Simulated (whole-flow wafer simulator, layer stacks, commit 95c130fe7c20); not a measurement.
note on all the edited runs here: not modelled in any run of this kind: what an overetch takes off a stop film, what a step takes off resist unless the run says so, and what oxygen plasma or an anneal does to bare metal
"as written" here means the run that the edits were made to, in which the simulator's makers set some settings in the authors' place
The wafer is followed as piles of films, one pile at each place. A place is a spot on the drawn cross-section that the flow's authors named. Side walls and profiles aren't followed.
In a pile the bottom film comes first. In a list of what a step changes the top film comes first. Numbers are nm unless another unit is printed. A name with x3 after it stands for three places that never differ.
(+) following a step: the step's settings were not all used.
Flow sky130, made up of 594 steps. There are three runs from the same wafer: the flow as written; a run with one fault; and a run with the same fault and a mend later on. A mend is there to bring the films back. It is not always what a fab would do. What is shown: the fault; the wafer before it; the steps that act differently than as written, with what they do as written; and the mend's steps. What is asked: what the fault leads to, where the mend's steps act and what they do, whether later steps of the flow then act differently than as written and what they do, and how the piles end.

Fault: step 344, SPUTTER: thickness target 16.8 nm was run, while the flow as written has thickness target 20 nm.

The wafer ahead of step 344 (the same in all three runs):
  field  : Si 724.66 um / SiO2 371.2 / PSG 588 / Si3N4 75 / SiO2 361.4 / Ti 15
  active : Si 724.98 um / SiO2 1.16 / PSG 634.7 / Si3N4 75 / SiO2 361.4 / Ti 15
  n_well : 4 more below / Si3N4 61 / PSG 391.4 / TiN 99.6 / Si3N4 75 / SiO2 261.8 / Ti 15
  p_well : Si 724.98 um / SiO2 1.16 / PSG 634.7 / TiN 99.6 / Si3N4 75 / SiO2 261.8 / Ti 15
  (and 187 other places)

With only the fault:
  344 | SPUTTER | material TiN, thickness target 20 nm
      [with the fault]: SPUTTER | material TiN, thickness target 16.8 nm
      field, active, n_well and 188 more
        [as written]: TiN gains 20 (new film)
        [with the fault]: TiN gains 16.8 (new film)
  Later steps of the flow acting differently than as written (not shown: 10 more steps that differ only slightly, by at most 2% or 0.5 nm, whichever is larger):
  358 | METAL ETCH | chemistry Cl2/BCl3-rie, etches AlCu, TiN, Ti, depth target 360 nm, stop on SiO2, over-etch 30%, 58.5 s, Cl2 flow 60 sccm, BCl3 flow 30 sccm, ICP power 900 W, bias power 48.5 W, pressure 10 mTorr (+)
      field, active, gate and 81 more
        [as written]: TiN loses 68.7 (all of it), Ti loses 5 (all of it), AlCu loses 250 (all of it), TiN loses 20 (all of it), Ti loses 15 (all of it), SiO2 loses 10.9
        [with the fault]: TiN loses 68.7 (all of it), Ti loses 5 (all of it), AlCu loses 250 (all of it), TiN loses 16.8 (all of it), Ti loses 15 (all of it), SiO2 loses 11.3
  At n_well, p_well, gate_hv and 104 more, the piles at the end differ from the flow's by more than 2% or 0.5 nm, whichever is larger.
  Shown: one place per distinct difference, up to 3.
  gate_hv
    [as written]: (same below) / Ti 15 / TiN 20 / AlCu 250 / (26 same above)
    [with the fault]: (same below) / Ti 15 / TiN 16.8 / AlCu 250 / (26 same above)
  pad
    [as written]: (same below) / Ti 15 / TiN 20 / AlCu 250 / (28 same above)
    [with the fault]: (same below) / Ti 15 / TiN 16.8 / AlCu 250 / (28 same above)
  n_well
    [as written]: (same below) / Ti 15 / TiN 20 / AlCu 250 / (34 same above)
    [with the fault]: (same below) / Ti 15 / TiN 16.8 / AlCu 250 / (34 same above)

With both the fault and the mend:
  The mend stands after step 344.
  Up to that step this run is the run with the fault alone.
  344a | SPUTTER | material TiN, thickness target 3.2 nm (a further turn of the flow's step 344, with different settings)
      field, active, n_well and 188 more
        TiN gains 3.2
  Later steps of the flow that are run all act as written at every place that is followed.
  By the end, the piles equal the flow's at every place that both follow.
